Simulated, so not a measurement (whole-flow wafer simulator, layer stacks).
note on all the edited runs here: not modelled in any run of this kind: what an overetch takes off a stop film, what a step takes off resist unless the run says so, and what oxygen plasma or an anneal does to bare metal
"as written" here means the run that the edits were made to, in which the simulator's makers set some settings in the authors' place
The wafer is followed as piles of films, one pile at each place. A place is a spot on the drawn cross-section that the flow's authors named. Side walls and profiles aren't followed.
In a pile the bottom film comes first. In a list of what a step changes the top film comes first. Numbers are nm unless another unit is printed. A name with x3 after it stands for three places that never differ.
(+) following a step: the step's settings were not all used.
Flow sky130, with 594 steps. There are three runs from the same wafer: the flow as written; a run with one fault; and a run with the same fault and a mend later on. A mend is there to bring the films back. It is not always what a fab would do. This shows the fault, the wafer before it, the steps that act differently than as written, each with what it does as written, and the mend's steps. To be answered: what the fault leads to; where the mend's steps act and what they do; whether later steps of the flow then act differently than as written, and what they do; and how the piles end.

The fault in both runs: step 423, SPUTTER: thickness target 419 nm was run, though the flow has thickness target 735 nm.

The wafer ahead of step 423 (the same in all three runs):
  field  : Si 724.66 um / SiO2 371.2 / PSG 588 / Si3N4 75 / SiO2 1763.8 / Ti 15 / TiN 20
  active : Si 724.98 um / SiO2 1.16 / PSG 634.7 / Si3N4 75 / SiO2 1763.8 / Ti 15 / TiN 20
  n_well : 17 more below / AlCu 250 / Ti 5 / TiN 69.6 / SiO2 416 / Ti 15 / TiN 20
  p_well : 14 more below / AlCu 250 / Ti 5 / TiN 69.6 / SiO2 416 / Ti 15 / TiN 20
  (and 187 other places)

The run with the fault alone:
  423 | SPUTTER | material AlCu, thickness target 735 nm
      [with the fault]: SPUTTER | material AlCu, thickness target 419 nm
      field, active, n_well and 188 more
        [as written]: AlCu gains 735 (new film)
        [with the fault]: AlCu gains 419 (new film)
  Later steps of the flow acting differently than as written (13 other steps are not shown; they differ only slightly, by no more than 2% or 0.5 nm, whichever is larger):
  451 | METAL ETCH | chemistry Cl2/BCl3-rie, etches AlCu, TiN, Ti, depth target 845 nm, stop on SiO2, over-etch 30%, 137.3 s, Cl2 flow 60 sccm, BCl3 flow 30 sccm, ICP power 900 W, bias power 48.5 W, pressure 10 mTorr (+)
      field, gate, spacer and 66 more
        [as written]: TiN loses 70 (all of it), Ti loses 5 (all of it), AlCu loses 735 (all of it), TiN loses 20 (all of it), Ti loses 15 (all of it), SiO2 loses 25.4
        [with the fault]: TiN loses 70 (all of it), Ti loses 5 (all of it), AlCu loses 419 (all of it), TiN loses 20 (all of it), Ti loses 15 (all of it), SiO2 loses 57
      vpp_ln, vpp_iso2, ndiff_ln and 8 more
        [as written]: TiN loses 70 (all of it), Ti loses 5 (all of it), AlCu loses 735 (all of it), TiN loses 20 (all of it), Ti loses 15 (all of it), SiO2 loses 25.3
        [with the fault]: TiN loses 70 (all of it), Ti loses 5 (all of it), AlCu loses 419 (all of it), TiN loses 20 (all of it), Ti loses 15 (all of it), SiO2 loses 56.9
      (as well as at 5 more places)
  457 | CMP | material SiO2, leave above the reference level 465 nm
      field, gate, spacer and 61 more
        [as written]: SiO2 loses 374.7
        [with the fault]: SiO2 loses 659.1
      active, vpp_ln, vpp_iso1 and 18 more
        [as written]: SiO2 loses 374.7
        [with the fault]: SiO2 loses 659
  The piles end different from the flow's at field, active, n_well and 190 more by more than 2% or 0.5 nm, whichever is larger.
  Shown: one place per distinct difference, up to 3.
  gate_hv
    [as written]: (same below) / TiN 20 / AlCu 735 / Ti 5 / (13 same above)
    [with the fault]: (same below) / TiN 20 / AlCu 419 / Ti 5 / (13 same above)
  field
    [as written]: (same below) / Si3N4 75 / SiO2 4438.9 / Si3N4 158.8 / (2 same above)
    [with the fault]: (same below) / Si3N4 75 / SiO2 4122.9 / Si3N4 158.8 / (2 same above)
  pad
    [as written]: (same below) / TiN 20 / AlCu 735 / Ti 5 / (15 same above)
    [with the fault]: (same below) / TiN 20 / AlCu 419 / Ti 5 / (15 same above)

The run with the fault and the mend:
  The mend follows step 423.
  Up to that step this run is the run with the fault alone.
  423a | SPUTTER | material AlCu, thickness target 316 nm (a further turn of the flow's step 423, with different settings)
      field, active, n_well and 188 more
        AlCu gains 316
  Later steps of the flow that are run all act as written at every place that is followed.
  At every place that both follow, the piles at the end match the flow's.
